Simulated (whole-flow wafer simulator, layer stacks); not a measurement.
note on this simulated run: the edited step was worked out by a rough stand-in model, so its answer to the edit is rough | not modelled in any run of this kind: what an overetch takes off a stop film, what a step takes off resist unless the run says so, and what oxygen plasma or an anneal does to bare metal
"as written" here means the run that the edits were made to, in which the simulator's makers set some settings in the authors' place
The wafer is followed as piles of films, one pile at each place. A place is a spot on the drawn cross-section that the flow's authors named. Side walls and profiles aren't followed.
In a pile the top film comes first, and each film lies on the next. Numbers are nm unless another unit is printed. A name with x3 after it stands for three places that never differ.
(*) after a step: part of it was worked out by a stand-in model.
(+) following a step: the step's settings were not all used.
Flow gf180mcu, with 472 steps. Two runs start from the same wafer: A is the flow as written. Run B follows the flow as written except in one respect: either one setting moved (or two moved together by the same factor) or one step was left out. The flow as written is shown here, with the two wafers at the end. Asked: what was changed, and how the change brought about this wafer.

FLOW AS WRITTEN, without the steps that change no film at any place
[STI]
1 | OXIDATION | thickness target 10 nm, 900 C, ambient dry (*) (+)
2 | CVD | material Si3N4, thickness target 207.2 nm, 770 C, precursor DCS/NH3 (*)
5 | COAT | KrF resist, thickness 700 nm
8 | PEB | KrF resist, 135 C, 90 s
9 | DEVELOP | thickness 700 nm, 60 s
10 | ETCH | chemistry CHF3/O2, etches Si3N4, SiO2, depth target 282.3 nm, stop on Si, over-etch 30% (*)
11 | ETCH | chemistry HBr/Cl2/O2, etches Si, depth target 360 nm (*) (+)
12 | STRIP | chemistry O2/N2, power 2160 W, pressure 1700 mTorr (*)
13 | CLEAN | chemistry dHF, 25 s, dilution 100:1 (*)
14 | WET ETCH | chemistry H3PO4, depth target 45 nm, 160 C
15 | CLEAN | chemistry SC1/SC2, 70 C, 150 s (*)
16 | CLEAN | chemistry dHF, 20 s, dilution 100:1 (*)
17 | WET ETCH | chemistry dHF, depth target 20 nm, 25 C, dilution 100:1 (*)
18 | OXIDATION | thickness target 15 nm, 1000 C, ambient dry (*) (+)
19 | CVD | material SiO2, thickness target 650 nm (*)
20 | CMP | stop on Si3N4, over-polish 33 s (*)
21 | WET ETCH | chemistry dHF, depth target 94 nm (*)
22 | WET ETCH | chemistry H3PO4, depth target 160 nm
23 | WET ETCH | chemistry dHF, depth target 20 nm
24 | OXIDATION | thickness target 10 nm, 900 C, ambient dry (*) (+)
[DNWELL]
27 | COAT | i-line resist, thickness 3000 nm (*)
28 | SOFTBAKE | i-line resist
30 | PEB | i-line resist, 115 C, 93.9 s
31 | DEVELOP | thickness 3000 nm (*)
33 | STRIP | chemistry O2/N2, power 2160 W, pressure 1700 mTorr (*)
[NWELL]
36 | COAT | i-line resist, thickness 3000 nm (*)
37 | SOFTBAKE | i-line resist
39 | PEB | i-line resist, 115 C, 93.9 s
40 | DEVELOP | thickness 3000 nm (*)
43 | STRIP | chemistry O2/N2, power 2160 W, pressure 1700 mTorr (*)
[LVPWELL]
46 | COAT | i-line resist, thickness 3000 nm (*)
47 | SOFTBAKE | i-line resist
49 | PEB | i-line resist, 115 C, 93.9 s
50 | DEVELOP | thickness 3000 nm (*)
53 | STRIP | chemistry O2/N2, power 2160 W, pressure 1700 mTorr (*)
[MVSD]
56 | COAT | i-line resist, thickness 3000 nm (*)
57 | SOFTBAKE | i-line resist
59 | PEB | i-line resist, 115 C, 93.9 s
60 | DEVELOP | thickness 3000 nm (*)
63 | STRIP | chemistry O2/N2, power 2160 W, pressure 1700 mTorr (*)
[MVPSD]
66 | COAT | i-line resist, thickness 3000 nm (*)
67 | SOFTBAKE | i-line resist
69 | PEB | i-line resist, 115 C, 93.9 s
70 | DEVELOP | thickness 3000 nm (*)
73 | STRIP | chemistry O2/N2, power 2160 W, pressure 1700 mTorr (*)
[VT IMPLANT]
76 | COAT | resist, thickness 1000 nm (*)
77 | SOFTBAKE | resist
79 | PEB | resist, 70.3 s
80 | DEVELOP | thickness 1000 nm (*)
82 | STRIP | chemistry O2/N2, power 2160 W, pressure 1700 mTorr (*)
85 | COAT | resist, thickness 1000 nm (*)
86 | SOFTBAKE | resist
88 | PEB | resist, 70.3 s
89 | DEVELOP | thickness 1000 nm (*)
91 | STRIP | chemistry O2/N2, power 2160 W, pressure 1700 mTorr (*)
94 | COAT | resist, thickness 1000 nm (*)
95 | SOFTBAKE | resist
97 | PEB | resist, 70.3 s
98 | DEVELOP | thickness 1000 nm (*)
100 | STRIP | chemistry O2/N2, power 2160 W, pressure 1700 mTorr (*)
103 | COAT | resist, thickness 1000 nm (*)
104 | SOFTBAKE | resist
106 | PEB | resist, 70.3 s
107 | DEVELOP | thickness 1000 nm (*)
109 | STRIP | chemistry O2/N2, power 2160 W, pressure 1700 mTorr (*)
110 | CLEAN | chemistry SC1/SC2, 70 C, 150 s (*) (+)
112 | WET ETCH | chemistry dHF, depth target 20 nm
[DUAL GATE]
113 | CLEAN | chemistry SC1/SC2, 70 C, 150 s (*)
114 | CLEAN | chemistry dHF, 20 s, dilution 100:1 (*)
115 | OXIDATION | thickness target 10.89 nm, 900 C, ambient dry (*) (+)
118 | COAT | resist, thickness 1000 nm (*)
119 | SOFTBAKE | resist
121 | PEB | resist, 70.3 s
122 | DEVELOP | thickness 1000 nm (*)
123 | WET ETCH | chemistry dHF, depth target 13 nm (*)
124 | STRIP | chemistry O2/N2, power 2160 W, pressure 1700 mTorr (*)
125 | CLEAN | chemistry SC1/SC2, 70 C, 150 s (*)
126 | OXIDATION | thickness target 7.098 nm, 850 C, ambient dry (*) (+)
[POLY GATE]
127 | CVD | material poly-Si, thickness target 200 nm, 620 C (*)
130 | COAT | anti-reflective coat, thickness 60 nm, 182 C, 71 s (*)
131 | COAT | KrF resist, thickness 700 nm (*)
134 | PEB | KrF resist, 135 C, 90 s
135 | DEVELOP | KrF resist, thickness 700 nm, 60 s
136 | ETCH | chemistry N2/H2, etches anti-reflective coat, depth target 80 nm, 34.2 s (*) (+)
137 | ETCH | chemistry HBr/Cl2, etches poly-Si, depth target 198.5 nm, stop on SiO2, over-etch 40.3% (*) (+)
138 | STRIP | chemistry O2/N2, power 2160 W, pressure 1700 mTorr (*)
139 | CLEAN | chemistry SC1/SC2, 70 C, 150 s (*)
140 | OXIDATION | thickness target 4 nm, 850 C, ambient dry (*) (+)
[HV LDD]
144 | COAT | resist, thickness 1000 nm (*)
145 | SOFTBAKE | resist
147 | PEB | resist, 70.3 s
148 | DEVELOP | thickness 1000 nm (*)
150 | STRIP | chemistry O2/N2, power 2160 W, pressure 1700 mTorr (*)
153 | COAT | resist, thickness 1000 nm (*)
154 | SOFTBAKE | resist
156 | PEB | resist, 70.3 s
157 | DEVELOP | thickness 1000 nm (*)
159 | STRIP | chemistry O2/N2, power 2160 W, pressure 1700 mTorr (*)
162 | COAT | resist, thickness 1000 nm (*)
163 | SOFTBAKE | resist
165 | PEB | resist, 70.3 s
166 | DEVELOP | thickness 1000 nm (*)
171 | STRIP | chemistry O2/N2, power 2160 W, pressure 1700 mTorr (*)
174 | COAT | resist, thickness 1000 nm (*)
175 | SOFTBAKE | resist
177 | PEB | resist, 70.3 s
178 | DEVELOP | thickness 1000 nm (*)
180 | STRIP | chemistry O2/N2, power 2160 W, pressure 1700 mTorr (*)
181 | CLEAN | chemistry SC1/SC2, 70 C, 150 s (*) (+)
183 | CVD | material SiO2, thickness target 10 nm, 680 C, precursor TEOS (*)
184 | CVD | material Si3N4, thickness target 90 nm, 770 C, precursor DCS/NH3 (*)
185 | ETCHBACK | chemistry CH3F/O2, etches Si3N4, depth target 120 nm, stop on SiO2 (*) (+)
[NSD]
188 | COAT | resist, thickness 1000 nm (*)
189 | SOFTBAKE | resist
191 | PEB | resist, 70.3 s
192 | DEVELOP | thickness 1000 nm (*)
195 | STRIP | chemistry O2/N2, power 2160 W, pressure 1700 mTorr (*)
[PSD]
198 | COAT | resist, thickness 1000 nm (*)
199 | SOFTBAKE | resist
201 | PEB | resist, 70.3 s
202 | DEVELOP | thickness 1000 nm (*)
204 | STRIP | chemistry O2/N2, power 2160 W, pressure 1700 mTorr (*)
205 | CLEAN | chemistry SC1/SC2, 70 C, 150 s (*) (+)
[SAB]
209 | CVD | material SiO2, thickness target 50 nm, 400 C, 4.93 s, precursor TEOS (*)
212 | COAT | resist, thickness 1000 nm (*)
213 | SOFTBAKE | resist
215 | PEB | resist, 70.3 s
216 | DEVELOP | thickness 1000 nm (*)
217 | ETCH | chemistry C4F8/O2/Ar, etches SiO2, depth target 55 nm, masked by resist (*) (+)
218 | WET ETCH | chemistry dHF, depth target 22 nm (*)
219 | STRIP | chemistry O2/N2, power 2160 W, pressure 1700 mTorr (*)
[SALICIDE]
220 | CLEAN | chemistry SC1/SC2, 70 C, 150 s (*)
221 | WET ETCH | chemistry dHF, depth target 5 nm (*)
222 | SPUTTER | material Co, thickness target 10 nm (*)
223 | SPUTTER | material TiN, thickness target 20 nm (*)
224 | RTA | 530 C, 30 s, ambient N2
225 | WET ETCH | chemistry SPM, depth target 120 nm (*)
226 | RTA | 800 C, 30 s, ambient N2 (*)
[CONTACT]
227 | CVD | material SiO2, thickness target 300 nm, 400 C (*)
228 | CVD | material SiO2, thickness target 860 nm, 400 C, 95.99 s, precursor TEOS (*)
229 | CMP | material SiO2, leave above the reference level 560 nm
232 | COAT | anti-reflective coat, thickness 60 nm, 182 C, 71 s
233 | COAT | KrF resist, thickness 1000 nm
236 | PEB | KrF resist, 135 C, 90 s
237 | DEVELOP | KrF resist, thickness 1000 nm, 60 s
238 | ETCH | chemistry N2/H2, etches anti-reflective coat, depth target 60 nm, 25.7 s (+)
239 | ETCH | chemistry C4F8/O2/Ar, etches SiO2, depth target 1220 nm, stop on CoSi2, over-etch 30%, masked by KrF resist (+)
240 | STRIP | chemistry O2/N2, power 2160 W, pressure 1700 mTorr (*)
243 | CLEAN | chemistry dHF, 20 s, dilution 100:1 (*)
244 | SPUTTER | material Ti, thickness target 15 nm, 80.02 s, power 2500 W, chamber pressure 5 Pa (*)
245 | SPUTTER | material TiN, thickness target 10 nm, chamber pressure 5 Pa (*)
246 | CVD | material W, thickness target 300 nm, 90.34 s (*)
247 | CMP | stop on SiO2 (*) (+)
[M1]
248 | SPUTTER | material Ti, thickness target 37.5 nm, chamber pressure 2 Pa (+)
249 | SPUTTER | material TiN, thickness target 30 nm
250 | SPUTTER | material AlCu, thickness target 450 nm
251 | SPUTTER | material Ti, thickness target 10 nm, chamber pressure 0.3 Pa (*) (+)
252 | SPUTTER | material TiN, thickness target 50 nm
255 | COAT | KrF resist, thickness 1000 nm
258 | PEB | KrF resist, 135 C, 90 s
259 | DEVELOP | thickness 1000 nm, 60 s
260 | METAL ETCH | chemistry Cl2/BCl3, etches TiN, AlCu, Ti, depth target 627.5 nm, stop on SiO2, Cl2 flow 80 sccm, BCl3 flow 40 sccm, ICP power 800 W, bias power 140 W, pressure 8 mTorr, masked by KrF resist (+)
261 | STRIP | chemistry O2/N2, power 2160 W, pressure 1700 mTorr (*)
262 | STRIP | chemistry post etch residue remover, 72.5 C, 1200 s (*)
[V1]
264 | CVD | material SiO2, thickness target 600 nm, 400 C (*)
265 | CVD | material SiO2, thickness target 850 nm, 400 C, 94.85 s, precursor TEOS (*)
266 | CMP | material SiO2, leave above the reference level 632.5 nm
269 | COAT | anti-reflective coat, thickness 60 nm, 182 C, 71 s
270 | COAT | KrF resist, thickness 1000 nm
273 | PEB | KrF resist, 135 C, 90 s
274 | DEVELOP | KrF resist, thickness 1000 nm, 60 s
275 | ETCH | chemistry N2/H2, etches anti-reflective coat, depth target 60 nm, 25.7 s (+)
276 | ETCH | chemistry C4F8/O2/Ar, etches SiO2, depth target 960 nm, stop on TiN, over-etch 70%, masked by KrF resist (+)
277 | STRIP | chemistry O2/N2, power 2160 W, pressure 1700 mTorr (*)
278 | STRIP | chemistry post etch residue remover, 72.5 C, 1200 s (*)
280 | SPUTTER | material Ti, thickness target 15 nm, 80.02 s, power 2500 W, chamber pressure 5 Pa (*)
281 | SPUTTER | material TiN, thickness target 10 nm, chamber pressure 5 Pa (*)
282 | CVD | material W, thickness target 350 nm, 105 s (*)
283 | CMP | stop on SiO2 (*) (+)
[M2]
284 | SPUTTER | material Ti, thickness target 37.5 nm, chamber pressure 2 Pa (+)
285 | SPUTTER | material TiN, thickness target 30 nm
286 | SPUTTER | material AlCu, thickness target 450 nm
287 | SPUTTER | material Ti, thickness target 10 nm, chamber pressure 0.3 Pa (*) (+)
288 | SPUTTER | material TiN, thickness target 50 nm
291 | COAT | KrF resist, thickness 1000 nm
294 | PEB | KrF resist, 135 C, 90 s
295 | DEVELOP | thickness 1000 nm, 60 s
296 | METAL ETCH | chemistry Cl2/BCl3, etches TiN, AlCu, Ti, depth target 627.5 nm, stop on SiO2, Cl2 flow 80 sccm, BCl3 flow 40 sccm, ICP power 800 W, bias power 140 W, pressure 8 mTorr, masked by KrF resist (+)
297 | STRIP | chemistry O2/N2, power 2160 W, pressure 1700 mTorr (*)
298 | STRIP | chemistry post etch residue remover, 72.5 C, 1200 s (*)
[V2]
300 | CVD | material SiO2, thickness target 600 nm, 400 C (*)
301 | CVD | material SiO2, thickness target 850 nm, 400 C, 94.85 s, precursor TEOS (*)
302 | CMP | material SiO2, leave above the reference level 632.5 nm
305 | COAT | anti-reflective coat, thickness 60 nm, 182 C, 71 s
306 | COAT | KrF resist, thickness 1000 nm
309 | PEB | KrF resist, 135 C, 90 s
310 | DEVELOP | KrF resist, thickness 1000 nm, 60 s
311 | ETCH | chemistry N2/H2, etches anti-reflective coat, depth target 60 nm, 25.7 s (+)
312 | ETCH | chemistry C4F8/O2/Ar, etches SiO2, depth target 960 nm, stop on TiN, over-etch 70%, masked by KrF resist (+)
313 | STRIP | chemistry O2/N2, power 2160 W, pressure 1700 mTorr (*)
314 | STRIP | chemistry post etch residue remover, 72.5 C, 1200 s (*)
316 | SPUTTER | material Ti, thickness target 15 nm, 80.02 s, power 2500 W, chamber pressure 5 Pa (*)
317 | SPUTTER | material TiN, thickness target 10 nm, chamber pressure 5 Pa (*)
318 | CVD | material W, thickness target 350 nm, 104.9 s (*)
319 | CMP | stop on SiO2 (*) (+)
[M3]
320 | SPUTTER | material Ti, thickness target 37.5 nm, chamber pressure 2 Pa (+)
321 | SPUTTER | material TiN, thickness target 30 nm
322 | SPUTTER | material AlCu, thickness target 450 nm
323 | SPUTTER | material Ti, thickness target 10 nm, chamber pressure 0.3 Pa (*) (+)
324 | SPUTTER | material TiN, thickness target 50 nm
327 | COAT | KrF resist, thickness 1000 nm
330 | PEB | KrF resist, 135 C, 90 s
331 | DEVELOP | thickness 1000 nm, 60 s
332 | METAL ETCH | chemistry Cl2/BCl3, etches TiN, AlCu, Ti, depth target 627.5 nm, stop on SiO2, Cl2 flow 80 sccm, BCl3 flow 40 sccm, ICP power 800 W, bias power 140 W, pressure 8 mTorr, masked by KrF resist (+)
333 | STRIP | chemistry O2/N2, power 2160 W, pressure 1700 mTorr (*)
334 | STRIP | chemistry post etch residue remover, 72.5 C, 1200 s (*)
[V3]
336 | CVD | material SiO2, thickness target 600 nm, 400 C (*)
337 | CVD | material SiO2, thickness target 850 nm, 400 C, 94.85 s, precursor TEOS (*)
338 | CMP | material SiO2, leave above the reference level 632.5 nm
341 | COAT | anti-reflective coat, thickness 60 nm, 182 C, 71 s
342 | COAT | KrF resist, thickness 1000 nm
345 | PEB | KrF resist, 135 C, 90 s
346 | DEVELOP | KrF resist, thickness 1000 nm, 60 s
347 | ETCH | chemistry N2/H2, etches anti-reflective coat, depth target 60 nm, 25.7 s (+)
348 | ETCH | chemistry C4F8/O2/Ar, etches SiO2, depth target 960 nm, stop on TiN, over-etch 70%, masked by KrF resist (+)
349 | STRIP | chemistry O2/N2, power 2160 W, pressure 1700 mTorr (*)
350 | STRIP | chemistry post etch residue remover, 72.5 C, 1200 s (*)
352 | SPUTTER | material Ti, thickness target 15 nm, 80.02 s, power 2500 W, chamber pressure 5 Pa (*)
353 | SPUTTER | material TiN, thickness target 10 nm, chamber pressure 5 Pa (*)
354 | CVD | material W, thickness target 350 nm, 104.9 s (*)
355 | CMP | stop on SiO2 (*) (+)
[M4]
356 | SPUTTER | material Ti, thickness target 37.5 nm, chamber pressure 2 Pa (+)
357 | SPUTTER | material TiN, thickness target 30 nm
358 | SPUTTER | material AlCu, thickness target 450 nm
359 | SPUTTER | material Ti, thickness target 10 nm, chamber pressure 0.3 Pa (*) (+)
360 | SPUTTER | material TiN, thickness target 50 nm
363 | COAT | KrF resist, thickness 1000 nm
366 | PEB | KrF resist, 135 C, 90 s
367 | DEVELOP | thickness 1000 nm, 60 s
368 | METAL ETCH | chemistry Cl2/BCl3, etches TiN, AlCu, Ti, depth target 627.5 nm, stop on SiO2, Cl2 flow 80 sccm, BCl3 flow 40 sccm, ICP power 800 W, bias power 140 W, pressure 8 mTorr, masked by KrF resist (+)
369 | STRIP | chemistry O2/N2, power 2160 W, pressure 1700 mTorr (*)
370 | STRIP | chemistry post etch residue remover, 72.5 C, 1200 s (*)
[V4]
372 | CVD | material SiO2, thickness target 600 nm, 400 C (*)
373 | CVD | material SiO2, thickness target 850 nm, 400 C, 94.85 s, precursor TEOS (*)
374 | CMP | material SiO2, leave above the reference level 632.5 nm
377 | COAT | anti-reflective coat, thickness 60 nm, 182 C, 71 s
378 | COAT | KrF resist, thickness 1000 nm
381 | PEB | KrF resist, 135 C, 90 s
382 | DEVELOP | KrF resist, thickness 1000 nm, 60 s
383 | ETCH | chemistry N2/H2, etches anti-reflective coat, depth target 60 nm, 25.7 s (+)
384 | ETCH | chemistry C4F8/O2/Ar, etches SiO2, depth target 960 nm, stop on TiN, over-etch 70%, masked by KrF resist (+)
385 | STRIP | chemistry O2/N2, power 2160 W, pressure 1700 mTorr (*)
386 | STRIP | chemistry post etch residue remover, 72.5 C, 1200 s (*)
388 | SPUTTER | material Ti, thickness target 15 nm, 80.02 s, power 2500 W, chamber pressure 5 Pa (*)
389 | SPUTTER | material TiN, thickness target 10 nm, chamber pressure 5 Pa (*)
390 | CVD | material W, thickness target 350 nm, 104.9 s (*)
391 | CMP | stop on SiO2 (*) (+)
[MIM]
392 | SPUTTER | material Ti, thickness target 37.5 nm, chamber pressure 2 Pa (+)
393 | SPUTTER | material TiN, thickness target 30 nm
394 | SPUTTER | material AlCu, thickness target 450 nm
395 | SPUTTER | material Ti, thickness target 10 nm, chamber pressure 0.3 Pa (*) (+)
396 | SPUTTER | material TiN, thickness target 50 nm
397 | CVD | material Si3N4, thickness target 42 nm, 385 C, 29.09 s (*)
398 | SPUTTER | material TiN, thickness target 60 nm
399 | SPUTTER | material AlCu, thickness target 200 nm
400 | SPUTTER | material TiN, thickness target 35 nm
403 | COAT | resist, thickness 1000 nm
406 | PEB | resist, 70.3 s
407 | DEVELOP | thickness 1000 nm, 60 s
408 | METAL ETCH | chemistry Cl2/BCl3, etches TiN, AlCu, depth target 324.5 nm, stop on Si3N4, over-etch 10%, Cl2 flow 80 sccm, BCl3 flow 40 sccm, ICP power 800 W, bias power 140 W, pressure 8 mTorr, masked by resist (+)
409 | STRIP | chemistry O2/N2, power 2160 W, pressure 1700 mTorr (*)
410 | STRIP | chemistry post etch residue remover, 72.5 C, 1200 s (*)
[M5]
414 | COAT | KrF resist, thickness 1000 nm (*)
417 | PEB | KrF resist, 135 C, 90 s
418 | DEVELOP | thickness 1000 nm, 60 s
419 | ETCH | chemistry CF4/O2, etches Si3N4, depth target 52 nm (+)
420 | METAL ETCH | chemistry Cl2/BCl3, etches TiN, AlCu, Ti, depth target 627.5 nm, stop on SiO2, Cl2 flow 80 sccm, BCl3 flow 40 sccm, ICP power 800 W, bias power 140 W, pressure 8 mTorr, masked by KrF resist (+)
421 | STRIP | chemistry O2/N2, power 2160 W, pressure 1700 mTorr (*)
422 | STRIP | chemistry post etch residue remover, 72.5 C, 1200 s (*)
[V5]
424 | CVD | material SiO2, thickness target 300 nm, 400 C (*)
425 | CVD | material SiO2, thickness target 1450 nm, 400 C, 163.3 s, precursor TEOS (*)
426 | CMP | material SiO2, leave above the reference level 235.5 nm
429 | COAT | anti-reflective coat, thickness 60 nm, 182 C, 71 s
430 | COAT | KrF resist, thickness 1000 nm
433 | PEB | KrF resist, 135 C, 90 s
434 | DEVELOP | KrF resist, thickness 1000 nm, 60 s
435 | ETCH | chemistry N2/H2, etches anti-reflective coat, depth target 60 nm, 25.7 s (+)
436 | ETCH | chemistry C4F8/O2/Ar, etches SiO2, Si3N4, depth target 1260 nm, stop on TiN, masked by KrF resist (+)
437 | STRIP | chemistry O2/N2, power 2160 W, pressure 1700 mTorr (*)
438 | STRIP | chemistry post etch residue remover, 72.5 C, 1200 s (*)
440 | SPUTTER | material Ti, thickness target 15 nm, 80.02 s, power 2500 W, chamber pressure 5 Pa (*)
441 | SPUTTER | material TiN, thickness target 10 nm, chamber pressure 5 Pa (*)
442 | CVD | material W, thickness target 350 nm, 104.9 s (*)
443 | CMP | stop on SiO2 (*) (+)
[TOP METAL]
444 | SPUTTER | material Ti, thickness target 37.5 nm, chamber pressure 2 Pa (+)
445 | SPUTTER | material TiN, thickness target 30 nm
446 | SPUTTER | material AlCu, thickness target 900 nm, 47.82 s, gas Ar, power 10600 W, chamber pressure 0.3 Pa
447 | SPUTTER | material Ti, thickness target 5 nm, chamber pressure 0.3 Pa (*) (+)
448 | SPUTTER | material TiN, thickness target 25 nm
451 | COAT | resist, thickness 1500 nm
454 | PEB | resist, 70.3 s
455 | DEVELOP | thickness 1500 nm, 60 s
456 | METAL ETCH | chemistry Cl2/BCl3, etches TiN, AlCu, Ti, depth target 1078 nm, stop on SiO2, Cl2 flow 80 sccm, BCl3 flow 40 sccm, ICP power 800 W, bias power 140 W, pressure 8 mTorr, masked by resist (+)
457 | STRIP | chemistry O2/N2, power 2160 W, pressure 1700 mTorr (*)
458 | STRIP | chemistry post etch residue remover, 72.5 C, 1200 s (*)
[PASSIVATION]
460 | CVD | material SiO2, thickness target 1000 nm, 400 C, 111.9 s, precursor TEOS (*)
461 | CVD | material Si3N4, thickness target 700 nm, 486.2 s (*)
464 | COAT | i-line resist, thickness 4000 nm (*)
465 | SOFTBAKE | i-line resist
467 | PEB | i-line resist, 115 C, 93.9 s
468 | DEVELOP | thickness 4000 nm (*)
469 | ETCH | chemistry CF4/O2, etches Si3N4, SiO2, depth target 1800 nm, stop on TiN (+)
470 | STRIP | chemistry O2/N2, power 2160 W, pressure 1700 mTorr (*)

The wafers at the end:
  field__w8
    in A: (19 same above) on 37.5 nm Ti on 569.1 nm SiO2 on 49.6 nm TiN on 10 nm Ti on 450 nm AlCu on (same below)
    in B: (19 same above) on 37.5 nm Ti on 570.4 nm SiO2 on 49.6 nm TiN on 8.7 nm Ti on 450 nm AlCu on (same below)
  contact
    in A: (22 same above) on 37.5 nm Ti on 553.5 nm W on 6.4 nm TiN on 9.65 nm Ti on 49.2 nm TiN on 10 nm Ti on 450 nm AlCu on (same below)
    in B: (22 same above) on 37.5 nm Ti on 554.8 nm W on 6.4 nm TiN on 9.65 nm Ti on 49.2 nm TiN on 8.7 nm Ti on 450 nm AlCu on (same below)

The reason: step 323, SPUTTER: thickness target 8.7 nm was run, whereas the flow has thickness target 10 nm.
The wafer lets one read it off: field__w8 has Ti 8.7, and step 323 as written asks for 10 nm.

The path from the change to this, step by step:
  323 | SPUTTER | material Ti, thickness target 10 nm, chamber pressure 0.3 Pa (*) (+)
      field, field__w1, field__w2 and 108 more: A Ti gains 10 (new film) | B Ti gains 8.7 (new film)
  332 | METAL ETCH | chemistry Cl2/BCl3, etches TiN, AlCu, Ti, depth target 627.5 nm, stop on SiO2, Cl2 flow 80 sccm, BCl3 flow 40 sccm, ICP power 800 W, bias power 140 W, pressure 8 mTorr, masked by KrF resist (+)
      field, field__w1, field__w2 and 103 more: A TiN loses 50 (all of it), Ti loses 10 (all of it), AlCu loses 450 (all of it), TiN loses 30 (all of it), Ti loses 37.5 (all of it) | B TiN loses 50 (all of it), Ti loses 8.7 (all of it), AlCu loses 450 (all of it), TiN loses 30 (all of it), Ti loses 37.5 (all of it)
